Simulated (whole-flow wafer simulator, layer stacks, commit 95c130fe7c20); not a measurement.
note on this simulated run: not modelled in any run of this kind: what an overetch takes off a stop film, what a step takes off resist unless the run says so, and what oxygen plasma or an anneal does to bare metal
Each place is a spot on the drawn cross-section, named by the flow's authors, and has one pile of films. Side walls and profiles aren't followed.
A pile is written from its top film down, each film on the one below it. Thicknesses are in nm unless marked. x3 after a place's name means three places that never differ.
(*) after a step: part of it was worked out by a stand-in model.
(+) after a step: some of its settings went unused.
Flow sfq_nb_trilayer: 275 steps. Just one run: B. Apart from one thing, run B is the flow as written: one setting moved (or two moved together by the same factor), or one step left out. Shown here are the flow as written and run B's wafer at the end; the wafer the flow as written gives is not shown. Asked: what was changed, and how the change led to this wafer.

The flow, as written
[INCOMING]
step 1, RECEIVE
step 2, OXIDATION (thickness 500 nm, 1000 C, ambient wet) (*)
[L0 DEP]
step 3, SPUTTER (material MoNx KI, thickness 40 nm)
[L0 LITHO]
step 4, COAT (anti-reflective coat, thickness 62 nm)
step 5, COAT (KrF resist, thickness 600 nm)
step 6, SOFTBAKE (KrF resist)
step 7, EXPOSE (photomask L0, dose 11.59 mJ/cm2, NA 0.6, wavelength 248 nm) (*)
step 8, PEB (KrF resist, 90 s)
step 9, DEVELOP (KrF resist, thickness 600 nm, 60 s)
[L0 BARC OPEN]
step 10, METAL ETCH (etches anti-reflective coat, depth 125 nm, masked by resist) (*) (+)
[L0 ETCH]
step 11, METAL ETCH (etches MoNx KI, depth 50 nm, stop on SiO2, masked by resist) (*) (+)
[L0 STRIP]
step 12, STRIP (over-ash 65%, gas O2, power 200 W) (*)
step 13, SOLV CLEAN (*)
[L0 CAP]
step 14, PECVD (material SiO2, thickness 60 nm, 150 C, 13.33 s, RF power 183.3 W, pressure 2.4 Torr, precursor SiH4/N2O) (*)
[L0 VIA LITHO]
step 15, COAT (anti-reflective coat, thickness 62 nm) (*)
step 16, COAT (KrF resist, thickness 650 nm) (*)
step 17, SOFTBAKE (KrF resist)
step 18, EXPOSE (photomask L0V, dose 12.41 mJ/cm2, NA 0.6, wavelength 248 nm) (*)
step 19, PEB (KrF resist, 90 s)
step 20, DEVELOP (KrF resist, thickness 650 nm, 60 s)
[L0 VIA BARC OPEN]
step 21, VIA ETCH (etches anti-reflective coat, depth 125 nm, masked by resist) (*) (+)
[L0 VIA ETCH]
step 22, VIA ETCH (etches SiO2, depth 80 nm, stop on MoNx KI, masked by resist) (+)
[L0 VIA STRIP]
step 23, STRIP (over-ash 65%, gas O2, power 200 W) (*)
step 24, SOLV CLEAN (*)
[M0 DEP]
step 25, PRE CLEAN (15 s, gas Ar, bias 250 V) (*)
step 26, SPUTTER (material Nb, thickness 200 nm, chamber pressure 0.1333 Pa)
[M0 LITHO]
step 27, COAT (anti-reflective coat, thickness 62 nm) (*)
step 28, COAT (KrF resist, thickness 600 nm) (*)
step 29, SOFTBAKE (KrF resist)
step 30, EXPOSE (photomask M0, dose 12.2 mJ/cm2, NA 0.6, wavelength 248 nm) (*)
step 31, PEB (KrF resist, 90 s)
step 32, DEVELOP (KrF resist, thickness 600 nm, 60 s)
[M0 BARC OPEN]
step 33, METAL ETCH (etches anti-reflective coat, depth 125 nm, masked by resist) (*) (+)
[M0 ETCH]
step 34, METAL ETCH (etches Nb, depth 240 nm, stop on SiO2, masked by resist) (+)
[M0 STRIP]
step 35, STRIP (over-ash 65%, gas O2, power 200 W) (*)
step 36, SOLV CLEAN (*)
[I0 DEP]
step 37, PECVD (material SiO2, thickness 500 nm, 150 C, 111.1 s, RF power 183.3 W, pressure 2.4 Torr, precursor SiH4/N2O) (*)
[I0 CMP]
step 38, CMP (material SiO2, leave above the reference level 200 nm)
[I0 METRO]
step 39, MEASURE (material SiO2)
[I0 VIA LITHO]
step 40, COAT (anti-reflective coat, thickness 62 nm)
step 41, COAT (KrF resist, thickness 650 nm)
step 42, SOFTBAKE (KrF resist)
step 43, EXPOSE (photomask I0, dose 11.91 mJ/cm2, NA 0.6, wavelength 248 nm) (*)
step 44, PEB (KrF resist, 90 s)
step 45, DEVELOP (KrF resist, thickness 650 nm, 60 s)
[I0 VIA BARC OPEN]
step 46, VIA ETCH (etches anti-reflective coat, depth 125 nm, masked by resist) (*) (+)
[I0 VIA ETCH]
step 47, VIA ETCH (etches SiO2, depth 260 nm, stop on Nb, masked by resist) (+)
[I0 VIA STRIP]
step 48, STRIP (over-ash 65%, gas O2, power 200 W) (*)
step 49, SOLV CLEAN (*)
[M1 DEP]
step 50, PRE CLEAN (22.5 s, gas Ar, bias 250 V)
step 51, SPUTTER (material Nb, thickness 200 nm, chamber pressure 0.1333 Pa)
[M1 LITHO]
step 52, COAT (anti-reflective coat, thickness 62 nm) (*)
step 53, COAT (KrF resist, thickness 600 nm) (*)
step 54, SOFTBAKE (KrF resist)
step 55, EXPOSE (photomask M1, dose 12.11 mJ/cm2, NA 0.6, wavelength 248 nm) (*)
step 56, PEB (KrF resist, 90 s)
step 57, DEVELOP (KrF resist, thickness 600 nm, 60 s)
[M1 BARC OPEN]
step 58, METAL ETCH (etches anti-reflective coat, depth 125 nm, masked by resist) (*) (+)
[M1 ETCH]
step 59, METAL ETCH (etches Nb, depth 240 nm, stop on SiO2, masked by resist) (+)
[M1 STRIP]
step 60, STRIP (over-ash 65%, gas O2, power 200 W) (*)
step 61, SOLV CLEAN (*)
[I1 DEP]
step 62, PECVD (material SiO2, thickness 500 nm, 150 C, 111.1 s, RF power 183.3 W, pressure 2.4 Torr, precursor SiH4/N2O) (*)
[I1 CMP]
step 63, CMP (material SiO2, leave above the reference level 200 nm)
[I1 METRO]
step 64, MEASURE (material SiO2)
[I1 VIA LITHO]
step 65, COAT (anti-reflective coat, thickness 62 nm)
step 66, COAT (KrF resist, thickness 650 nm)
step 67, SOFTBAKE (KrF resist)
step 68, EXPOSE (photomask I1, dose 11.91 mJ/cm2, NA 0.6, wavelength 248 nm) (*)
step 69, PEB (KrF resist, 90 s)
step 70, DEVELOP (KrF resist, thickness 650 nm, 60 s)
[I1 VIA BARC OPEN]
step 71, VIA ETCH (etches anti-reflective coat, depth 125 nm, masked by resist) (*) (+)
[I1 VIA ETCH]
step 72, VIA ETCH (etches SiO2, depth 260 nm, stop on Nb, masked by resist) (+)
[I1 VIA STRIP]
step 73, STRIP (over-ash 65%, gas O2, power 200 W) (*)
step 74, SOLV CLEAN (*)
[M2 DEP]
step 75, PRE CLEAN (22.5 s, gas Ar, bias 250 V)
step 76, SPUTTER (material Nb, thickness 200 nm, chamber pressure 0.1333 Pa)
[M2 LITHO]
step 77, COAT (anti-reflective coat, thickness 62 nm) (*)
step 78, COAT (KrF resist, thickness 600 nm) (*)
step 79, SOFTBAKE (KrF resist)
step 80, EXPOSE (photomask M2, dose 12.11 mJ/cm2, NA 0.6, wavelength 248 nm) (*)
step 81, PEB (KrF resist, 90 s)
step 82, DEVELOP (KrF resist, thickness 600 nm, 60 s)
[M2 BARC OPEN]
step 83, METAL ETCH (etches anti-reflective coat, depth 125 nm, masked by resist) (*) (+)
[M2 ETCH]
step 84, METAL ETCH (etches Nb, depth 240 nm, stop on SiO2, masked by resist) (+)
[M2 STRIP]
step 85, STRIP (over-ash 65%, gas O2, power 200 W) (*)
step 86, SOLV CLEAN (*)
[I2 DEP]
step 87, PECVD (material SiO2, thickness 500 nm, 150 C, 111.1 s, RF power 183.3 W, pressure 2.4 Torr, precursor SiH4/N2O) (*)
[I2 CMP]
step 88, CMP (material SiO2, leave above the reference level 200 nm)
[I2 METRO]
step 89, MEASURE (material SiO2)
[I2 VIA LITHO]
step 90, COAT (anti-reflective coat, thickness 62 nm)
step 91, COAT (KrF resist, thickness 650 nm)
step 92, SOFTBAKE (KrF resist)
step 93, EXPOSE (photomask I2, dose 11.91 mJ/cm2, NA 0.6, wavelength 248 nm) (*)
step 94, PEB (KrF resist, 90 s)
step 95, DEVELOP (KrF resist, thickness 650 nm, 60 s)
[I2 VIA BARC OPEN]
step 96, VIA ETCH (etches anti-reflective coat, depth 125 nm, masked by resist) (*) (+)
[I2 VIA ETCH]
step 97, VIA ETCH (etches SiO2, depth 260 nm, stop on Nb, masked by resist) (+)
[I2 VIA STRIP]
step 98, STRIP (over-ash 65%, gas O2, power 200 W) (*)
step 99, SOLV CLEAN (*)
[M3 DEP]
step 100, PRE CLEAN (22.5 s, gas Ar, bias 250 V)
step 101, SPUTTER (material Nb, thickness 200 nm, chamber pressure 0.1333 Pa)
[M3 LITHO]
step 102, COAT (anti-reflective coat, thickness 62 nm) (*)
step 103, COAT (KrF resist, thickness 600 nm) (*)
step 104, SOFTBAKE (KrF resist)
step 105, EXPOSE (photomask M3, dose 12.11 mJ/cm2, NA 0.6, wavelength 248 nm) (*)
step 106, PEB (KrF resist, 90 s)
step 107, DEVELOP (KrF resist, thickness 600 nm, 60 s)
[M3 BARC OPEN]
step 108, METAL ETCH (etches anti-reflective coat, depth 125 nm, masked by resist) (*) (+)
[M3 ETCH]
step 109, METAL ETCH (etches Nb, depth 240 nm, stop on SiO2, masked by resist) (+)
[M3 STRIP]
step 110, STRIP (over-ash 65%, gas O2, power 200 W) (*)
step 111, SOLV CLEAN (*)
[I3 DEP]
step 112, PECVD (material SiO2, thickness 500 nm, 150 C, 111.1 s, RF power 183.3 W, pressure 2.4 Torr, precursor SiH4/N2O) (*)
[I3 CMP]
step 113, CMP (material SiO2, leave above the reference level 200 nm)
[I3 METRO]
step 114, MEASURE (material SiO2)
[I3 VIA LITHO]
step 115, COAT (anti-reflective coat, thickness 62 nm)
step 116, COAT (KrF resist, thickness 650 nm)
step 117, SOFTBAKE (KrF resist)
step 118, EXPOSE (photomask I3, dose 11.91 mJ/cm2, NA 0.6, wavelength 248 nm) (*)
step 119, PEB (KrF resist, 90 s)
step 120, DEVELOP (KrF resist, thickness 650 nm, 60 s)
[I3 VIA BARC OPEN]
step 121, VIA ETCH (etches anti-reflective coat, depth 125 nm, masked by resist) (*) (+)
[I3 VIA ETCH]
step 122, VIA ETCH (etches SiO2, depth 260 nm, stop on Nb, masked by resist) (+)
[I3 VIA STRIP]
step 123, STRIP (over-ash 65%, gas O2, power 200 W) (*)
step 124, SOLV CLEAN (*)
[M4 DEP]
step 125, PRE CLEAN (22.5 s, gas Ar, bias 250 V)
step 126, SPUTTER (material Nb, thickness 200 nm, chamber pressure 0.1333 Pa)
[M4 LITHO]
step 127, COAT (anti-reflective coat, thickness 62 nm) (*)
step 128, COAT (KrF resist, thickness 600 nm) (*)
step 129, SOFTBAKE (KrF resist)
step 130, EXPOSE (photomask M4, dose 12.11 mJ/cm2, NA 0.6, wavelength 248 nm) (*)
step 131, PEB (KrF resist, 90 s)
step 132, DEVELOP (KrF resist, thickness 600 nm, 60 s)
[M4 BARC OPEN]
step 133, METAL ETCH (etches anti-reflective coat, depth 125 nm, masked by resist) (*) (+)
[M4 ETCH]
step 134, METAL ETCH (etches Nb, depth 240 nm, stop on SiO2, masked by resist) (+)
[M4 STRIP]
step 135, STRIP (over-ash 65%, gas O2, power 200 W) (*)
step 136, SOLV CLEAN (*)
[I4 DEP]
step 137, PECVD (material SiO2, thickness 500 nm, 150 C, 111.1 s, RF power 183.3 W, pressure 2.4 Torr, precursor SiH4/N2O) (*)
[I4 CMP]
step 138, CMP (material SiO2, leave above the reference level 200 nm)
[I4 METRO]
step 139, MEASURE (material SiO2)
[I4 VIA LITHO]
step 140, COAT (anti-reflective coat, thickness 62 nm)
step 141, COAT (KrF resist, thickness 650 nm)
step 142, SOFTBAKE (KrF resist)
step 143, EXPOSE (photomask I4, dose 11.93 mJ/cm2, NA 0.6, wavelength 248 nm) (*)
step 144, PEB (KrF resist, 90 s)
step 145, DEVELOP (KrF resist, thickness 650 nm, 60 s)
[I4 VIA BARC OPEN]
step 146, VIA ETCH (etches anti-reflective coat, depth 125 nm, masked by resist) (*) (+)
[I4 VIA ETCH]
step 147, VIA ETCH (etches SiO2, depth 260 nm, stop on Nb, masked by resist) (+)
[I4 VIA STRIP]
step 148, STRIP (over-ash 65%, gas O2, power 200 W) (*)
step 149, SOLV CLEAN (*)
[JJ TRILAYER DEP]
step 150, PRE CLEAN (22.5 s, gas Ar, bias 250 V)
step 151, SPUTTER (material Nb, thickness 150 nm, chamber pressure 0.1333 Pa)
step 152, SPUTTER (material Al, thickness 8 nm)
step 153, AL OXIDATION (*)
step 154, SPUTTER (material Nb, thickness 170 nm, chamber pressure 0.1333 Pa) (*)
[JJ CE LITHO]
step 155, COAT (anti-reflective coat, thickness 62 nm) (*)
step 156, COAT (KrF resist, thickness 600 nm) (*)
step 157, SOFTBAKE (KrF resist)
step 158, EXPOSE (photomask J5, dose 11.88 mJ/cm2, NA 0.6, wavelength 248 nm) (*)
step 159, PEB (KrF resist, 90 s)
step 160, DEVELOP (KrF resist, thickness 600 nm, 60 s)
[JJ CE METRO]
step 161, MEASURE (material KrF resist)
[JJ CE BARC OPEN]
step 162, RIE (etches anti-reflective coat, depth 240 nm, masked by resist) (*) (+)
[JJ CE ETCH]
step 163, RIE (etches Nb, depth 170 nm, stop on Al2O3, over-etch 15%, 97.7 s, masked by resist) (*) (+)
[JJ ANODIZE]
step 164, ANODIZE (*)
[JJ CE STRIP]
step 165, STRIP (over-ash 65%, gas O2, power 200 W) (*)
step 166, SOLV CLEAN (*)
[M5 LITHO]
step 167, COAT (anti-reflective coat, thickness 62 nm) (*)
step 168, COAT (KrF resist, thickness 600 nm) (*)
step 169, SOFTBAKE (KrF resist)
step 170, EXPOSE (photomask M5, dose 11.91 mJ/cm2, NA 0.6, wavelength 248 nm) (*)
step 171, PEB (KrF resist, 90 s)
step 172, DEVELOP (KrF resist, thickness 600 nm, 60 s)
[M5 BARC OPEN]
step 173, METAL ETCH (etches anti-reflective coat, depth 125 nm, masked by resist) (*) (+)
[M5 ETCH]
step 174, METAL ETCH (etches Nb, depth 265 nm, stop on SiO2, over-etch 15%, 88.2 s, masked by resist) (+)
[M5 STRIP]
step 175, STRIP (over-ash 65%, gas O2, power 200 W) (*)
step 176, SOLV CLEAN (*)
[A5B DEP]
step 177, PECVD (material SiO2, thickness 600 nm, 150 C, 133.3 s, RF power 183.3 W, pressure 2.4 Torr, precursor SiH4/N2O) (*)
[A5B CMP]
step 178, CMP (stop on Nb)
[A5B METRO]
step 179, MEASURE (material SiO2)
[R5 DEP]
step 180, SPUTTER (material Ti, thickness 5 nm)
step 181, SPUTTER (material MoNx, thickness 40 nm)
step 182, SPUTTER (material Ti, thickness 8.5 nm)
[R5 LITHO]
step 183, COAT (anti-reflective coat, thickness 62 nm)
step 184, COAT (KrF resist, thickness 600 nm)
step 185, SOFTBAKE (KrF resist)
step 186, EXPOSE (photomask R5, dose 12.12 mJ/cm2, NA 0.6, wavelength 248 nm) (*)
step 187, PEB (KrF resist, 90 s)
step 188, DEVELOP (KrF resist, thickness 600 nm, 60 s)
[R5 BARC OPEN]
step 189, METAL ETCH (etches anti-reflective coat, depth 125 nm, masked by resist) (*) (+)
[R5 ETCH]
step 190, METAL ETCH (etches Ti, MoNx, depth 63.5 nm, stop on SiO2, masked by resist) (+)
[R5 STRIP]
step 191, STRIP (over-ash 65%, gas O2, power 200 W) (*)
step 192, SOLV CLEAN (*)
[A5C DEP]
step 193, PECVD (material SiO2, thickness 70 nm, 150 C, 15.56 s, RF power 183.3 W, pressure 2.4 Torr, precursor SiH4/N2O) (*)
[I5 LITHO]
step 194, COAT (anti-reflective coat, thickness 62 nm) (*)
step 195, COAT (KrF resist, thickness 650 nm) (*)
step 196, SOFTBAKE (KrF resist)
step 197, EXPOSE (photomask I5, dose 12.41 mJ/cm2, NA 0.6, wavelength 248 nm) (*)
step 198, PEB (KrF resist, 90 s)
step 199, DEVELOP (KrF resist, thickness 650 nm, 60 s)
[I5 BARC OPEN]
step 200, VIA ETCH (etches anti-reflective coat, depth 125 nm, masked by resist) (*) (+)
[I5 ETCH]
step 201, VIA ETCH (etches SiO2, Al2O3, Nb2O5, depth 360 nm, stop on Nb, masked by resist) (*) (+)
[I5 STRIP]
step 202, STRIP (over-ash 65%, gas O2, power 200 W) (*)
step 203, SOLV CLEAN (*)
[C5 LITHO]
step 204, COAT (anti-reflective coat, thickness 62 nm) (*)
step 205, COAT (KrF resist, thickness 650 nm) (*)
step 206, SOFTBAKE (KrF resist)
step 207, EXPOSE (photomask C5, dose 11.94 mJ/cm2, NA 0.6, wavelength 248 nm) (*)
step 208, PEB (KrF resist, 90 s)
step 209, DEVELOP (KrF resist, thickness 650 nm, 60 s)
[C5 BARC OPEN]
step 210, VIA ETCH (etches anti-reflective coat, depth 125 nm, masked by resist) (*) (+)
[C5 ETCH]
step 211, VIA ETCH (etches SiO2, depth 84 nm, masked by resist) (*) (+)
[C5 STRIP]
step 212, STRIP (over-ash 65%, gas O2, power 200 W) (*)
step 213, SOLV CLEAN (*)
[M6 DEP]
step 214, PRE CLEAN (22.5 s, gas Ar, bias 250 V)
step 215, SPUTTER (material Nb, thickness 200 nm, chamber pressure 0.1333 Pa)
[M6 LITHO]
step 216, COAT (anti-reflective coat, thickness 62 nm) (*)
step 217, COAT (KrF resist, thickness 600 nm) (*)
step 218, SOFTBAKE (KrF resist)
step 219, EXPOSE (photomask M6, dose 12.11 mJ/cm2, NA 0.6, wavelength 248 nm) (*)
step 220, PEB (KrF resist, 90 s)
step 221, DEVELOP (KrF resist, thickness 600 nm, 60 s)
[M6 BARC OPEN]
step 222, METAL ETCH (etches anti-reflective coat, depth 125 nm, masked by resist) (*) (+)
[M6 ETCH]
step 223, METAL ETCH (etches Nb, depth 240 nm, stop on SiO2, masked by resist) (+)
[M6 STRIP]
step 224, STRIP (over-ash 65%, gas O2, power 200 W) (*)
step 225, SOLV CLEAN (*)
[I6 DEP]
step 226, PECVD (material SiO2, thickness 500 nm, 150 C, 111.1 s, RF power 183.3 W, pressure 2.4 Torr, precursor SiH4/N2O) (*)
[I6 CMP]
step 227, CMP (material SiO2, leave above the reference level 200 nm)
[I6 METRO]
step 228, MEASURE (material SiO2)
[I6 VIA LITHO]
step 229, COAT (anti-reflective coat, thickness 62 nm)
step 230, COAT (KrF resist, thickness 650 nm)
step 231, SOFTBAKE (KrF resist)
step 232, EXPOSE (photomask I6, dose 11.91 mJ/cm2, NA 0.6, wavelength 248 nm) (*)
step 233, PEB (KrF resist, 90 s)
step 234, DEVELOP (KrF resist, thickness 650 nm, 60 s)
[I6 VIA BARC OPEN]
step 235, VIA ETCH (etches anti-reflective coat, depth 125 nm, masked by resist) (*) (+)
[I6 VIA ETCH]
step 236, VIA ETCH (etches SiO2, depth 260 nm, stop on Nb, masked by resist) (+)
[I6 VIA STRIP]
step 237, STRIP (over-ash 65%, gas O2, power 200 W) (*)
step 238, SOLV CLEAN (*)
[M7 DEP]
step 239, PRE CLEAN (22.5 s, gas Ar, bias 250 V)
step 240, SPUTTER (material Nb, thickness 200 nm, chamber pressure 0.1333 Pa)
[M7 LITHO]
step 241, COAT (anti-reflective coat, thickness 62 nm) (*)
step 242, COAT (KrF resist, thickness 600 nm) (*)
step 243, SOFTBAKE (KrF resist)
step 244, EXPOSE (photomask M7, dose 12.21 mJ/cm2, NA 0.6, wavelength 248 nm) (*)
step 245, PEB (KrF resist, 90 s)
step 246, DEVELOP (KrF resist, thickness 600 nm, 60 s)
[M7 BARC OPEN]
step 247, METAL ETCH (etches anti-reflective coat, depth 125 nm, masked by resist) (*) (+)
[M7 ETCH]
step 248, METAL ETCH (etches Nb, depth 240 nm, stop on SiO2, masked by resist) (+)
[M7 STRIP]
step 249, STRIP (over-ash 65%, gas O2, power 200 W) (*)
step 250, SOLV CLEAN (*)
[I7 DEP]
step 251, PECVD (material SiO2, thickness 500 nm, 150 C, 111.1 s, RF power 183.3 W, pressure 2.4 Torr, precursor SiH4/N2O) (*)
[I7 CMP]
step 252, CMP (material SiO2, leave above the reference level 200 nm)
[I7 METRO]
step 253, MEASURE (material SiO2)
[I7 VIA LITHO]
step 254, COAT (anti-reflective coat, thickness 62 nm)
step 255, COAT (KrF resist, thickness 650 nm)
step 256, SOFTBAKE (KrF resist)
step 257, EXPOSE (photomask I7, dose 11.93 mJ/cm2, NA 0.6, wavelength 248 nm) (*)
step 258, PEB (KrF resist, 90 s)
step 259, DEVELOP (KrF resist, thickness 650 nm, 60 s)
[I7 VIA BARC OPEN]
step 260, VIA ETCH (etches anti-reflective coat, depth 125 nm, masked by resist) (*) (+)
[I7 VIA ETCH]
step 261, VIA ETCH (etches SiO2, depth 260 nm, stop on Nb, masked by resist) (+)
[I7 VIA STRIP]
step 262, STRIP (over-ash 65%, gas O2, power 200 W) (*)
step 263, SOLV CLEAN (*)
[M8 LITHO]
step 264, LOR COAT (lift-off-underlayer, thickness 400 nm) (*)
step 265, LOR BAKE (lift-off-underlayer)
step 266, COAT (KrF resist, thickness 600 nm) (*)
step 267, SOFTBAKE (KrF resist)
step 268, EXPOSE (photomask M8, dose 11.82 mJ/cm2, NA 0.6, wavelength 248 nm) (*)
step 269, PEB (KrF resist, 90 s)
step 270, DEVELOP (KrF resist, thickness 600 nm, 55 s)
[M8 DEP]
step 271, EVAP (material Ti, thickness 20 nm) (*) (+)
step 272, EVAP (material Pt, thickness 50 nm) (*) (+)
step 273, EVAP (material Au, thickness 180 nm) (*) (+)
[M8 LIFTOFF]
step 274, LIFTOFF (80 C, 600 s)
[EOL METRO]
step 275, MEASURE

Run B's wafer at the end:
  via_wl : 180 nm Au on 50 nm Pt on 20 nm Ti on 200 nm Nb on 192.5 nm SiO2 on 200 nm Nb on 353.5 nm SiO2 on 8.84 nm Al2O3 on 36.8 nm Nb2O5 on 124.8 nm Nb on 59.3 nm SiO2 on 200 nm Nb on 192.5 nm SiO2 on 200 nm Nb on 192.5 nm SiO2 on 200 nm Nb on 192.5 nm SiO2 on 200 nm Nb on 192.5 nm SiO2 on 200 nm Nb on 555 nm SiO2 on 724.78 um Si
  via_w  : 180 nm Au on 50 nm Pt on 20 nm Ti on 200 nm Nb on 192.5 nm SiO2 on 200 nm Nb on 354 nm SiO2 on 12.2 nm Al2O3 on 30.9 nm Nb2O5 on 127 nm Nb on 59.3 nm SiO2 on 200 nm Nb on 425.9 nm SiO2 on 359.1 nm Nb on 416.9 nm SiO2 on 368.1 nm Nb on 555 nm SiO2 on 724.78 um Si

Cause: step 147, VIA ETCH: depth 133 nm was run, while the flow as written has depth 260 nm.

Step by step, how the change led to this:
  step 147, VIA ETCH (etches SiO2, depth 260 nm, stop on Nb, masked by resist) (+)
      via_wl, via_w, via_wr: SiO2 loses 133 (it would be, as written: SiO2 loses 199.8 (all of it))
      field_l, v_sur, via_sp and 100 more: KrF resist loses 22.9 (it would be, as written: KrF resist loses 44.8)
  step 148, STRIP (over-ash 65%, gas O2, power 200 W) (*)
      field_l, v_sur, via_sp and 100 more: KrF resist loses 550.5 (all of it), anti-reflective coat loses 62 (all of it) (it would be, as written: KrF resist loses 528.6 (all of it), anti-reflective coat loses 62 (all of it))
  step 150, PRE CLEAN (22.5 s, gas Ar, bias 250 V)
      via_wl, via_w, via_wr: SiO2 loses 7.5 (it would be, as written: Nb loses 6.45)
  step 151, SPUTTER (material Nb, thickness 150 nm, chamber pressure 0.1333 Pa)
      via_wl, via_w, via_wr: Nb gains 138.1 (new film) (it would be, as written: Nb gains 130.4)
  step 152, SPUTTER (material Al, thickness 8 nm)
      via_wl, via_wr: Al gains 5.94 (new film) (it would be, as written: Al gains 5.14 (new film))
      via_w: Al gains 7.75 (new film) (it would be, as written: Al gains 7.12 (new film))
  step 154, SPUTTER (material Nb, thickness 170 nm, chamber pressure 0.1333 Pa) (*)
      via_wl, via_wr: Nb gains 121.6 (new film) (it would be, as written: Nb gains 140.7 (new film))
      via_w: Nb gains 165 (new film) (it would be, as written: Nb gains 141 (new film))
  step 155, COAT (anti-reflective coat, thickness 62 nm) (*)
      via_wl, via_wr: anti-reflective coat gains 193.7 (new film) (it would be, as written: anti-reflective coat gains 209.4 (new film))
      v_sur: anti-reflective coat gains 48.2 (new film) (it would be, as written: anti-reflective coat gains 45.1 (new film))
      (as well as at 2 more places)
  step 156, COAT (KrF resist, thickness 600 nm) (*)
      via_wl: KrF resist gains 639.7 (new film) (it would be, as written: KrF resist gains 663 (new film))
      via_w: KrF resist gains 690.7 (new film) (it would be, as written: KrF resist gains 763.8 (new film))
      (as well as at 1 more place)
  step 160, DEVELOP (KrF resist, thickness 600 nm, 60 s)
      via_wl: KrF resist loses 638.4 (all of it) (it would be, as written: KrF resist loses 661.6 (all of it))
      via_w: KrF resist loses 689.2 (all of it) (it would be, as written: KrF resist loses 762.1 (all of it))
      (as well as at 1 more place)
  step 162, RIE (etches anti-reflective coat, depth 240 nm, masked by resist) (*) (+)
      ce_l, c5j, ce_r, wl_jj: KrF resist loses 193.7 (it would be, as written: KrF resist loses 209.4)
      via_wl, via_wr: anti-reflective coat loses 193.7 (all of it) (it would be, as written: anti-reflective coat loses 209.4 (all of it))
      (as well as at 3 more places)
  step 163, RIE (etches Nb, depth 170 nm, stop on Al2O3, over-etch 15%, 97.7 s, masked by resist) (*) (+)
      via_w: Nb loses 165 (all of it), Al2O3 loses 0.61 (it would be, as written: Nb loses 141 (all of it), Al2O3 loses 0.96 (all of it))
      via_wl, via_wr: Nb loses 121.6 (all of it), Al2O3 loses 0.96 (all of it) (it would be, as written: Nb loses 140.7 (all of it), Al2O3 loses 0.96 (all of it))
  step 164, ANODIZE (*)
      via_w: Al2O3 gains 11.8, Nb2O5 gains 30.9 (new film), Al loses 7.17 (all of it), Nb loses 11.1 (it would be, as written: Al2O3 gains 10.8 (new film), Nb2O5 gains 33.3 (new film), Al loses 6.54 (all of it), Nb loses 12)
      via_wl, via_wr: Al2O3 gains 8.84 (new film), Nb2O5 gains 36.8 (new film), Al loses 5.36 (all of it), Nb loses 13.2 (it would be, as written: Al2O3 gains 7.52 (new film), Nb2O5 gains 39.2 (new film), Al loses 4.56 (all of it), Nb loses 14.1)
  step 165, STRIP (over-ash 65%, gas O2, power 200 W) (*)
      c5j, ce_r: KrF resist loses 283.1 (all of it), anti-reflective coat loses 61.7 (all of it) (it would be, as written: KrF resist loses 266.9 (all of it), anti-reflective coat loses 61.5 (all of it))
      ce_l: KrF resist loses 283 (all of it), anti-reflective coat loses 61.7 (all of it) (it would be, as written: KrF resist loses 266.8 (all of it), anti-reflective coat loses 61.4 (all of it))
      (as well as at 1 more place)
  step 167, COAT (anti-reflective coat, thickness 62 nm) (*)
      via_wl: anti-reflective coat gains 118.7 (new film) (it would be, as written: anti-reflective coat gains 170.5 (new film))
      via_w: anti-reflective coat gains 74.8 (new film) (it would be, as written: anti-reflective coat gains 84.1 (new film))
      (as well as at 2 more places)
  step 168, COAT (KrF resist, thickness 600 nm) (*)
      via_w: KrF resist gains 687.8 (new film) (it would be, as written: KrF resist gains 732.6 (new film))
  step 175, STRIP (over-ash 65%, gas O2, power 200 W) (*)
      v_sur: KrF resist loses 360.3 (all of it), anti-reflective coat loses 44.8 (all of it) (it would be, as written: KrF resist loses 349.2 (all of it), anti-reflective coat loses 44.9 (all of it))
      via_wl: KrF resist loses 421.1 (all of it), anti-reflective coat loses 118.7 (all of it) (it would be, as written: KrF resist loses 427 (all of it), anti-reflective coat loses 170.5 (all of it))
      (as well as at 3 more places)
  step 178, CMP (stop on Nb)
      via_wl, via_wr: SiO2 loses 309 (it would be, as written: SiO2 loses 235.7)
      via_w: SiO2 loses 308.5 (it would be, as written: SiO2 loses 235.2)
If metal films that touch count as one body, via_wl has 8 bodies (between them, from the top down: SiO2 192.5; SiO2 353.5 / Al2O3 8.84 / Nb2O5 36.8; SiO2 59.3; SiO2 192.5; SiO2 192.5; SiO2 192.5; SiO2 192.5); the flow as written gives 7 bodies (between them, from the top down: SiO2 192.5; SiO2 426.8 / Al2O3 7.52 / Nb2O5 39.2; SiO2 192.5; SiO2 192.5; SiO2 192.5; SiO2 192.5).
If metal films that touch count as one body, via_w has 6 bodies (between them, from the top down: SiO2 192.5; SiO2 354 / Al2O3 12.2 / Nb2O5 30.9; SiO2 59.3; SiO2 425.9; SiO2 416.9); the flow as written gives 5 bodies (between them, from the top down: SiO2 192.5; SiO2 427.3 / Al2O3 10.8 / Nb2O5 33.3; SiO2 425.9; SiO2 416.9).
